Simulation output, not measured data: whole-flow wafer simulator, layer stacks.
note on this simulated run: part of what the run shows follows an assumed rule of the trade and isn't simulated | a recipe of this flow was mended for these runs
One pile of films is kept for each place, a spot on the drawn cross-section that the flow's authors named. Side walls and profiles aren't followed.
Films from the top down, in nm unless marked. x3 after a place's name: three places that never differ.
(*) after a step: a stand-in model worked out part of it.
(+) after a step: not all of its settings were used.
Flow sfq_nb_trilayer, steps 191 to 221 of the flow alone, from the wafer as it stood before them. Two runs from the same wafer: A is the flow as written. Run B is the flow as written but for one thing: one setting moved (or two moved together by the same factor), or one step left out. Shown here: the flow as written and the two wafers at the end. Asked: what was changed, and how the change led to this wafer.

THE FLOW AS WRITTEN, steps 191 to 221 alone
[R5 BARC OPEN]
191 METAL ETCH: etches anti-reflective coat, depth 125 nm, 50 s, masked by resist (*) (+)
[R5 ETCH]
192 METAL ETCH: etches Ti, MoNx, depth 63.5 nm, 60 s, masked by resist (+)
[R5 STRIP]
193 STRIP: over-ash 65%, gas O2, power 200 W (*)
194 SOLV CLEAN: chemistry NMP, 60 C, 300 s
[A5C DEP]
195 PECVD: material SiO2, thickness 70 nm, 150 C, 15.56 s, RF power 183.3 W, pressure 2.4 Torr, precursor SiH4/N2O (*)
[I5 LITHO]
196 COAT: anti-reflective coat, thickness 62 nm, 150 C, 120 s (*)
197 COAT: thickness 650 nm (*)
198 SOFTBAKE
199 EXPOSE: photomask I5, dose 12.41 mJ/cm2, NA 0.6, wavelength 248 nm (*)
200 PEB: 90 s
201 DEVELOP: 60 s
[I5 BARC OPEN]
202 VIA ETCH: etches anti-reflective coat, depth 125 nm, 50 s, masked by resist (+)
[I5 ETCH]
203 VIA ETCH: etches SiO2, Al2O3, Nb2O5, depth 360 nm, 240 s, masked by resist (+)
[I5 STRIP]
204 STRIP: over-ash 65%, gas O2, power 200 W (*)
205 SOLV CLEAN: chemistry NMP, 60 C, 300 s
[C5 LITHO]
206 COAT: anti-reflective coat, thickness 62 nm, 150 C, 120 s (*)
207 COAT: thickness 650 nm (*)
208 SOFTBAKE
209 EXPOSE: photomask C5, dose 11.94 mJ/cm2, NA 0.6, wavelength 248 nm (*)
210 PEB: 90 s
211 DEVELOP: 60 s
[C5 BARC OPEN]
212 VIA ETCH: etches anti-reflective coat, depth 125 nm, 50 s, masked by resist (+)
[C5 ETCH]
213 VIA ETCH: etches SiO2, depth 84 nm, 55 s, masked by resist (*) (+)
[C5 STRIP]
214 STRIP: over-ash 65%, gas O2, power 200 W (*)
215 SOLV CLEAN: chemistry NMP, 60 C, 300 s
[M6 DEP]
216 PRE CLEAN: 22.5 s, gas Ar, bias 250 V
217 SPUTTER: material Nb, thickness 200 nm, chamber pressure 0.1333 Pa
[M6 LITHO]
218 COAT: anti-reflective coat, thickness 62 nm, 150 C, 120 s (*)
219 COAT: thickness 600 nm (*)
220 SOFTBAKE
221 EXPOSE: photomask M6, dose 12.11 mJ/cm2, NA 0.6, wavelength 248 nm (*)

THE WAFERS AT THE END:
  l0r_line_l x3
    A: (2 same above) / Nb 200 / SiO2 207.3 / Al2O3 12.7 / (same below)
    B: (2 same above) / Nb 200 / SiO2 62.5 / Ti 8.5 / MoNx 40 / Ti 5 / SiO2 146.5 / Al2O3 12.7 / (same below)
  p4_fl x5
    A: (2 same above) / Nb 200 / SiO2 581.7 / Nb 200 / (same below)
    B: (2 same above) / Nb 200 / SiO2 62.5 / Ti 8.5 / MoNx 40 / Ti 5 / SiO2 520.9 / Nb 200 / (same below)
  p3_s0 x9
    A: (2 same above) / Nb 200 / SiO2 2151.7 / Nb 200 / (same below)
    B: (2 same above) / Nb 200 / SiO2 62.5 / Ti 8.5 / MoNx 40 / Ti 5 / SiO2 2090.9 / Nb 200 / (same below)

The cause: step 192, METAL ETCH: etches Ti, MoNx, depth 63.5 nm, 60 s, masked by resist (+), was left out.

How the change led to this, step by step:
  193 STRIP: over-ash 65%, gas O2, power 200 W (*)
      be_r, r_sur, res, r_end, r5r_line_l, r5r_line_c, r5r_line_r: A KrF-resist-other-grade -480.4 (all of it), anti-reflective coat -62 (all of it) | B KrF-resist-other-grade -505.8 (all of it), anti-reflective coat -62 (all of it)
  195 PECVD: material SiO2, thickness 70 nm, 150 C, 15.56 s, RF power 183.3 W, pressure 2.4 Torr, precursor SiH4/N2O (*)
      field_l, v_sur, via_wl and 92 more: A SiO2 +70 | B SiO2 +70 (new film)
  196 COAT: anti-reflective coat, thickness 62 nm, 150 C, 120 s (*)
      r5r_line_l, r5r_line_c, r5r_line_r: A anti-reflective coat +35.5 (new film) | B anti-reflective coat +62 (new film)
      wl_j_sl, wl_j_sr: A anti-reflective coat +60.5 (new film) | B anti-reflective coat +62 (new film)
      (and at 16 more places)
  197 COAT: thickness 650 nm (*)
      be_r: A KrF-resist-other-grade +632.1 (new film) | B KrF-resist-other-grade +650 (new film)
      r_sur: A KrF-resist-other-grade +622.3 (new film) | B KrF-resist-other-grade +650 (new film)
      (and at 2 more places)
  203 VIA ETCH: etches SiO2, Al2O3, Nb2O5, depth 360 nm, 240 s, masked by resist (+)
      be: A SiO2 -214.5 (all of it), Al2O3 -12.7 (all of it), Nb2O5 -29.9 (all of it), Nb -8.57 | B SiO2 -69.7 (all of it), Ti -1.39
  204 STRIP: over-ash 65%, gas O2, power 200 W (*)
      r5r_line_l, r5r_line_c, r5r_line_r: A KrF-resist-other-grade -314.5 (all of it), anti-reflective coat -35.5 (all of it) | B KrF-resist-other-grade -315.7 (all of it), anti-reflective coat -62 (all of it)
      wl_j_sl, wl_j_sr: A KrF-resist-other-grade -316.4 (all of it), anti-reflective coat -60.5 (all of it) | B KrF-resist-other-grade -315.7 (all of it), anti-reflective coat -62 (all of it)
      (and at 17 more places)
  206 COAT: anti-reflective coat, thickness 62 nm, 150 C, 120 s (*)
      r5r_line_l, r5r_line_c, r5r_line_r: A anti-reflective coat +35.5 (new film) | B anti-reflective coat +62 (new film)
      wl_j_sl, wl_j_sr: A anti-reflective coat +60.5 (new film) | B anti-reflective coat +62 (new film)
      (and at 20 more places)
  207 COAT: thickness 650 nm (*)
      be: A KrF-resist-other-grade +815 (new film) | B KrF-resist-other-grade +670.7 (new film)
      be_r: A KrF-resist-other-grade +631.2 (new film) | B KrF-resist-other-grade +649.6 (new film)
      (and at 3 more places)
  211 DEVELOP: 60 s
      res: A KrF-resist-other-grade -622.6 (all of it) | B KrF-resist-other-grade -648.2 (all of it)
  212 VIA ETCH: etches anti-reflective coat, depth 125 nm, 50 s, masked by resist (+)
      c5j: A anti-reflective coat -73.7 (all of it), SiO2 -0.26 | B anti-reflective coat -64 (all of it), SiO2 -0.3
      res: A anti-reflective coat -57.9 (all of it), SiO2 -0.34 | B anti-reflective coat -61.9 (all of it), SiO2 -0.32
  213 VIA ETCH: etches SiO2, depth 84 nm, 55 s, masked by resist (*) (+)
      c5j: A SiO2 -69.7 (all of it), Nb -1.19 | B SiO2 -69.7 (all of it), Ti -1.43
  214 STRIP: over-ash 65%, gas O2, power 200 W (*)
      r5r_line_l, r5r_line_c, r5r_line_r: A KrF-resist-other-grade -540 (all of it), anti-reflective coat -35.5 (all of it) | B KrF-resist-other-grade -541.2 (all of it), anti-reflective coat -62 (all of it)
      wl_j_sl, wl_j_sr: A KrF-resist-other-grade -541.9 (all of it), anti-reflective coat -60.5 (all of it) | B KrF-resist-other-grade -541.2 (all of it), anti-reflective coat -62 (all of it)
      (and at 19 more places)
  216 PRE CLEAN: 22.5 s, gas Ar, bias 250 V
      be, c5j: A Nb -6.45 | B Ti -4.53
  217 SPUTTER: material Nb, thickness 200 nm, chamber pressure 0.1333 Pa
      be: A Nb +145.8 | B Nb +192.6 (new film)
      c5j: A Nb +188.4 | B Nb +189.1 (new film)
  218 COAT: anti-reflective coat, thickness 62 nm, 150 C, 120 s (*)
      r5r_line_l, r5r_line_c, r5r_line_r: A anti-reflective coat +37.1 (new film) | B anti-reflective coat +62 (new film)
      wl_j_sl, wl_j_sr: A anti-reflective coat +60.5 (new film) | B anti-reflective coat +62 (new film)
      (and at 23 more places)
  219 COAT: thickness 600 nm (*)
      via_v: A KrF-resist-other-grade +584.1 (new film) | B KrF-resist-other-grade +597.2 (new film)
      be: A KrF-resist-other-grade +795.2 (new film) | B KrF-resist-other-grade +618.1 (new film)
      (and at 5 more places)
Counting metal films that touch as one body, l0r_line_l x3 has 5 bodies (between them, from the top down: SiO2 62.5; SiO2 146.5 / Al2O3 12.7 / Nb2O5 29.9; SiO2 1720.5; SiO2 55); the flow as written gives 4 bodies (between them, from the top down: SiO2 207.3 / Al2O3 12.7 / Nb2O5 29.9; SiO2 1720.5; SiO2 55).
Counting metal films that touch as one body, p4_fl x5 has 4 bodies (between them, from the top down: SiO2 62.5; SiO2 520.9; SiO2 1370); the flow as written gives 3 bodies (between them, from the top down: SiO2 581.7; SiO2 1370).
Counting metal films that touch as one body, p3_s0 x9 has 3 bodies (between them, from the top down: SiO2 62.5; SiO2 2090.9); the flow as written gives 2 bodies (between them, from the top down: SiO2 2151.7).
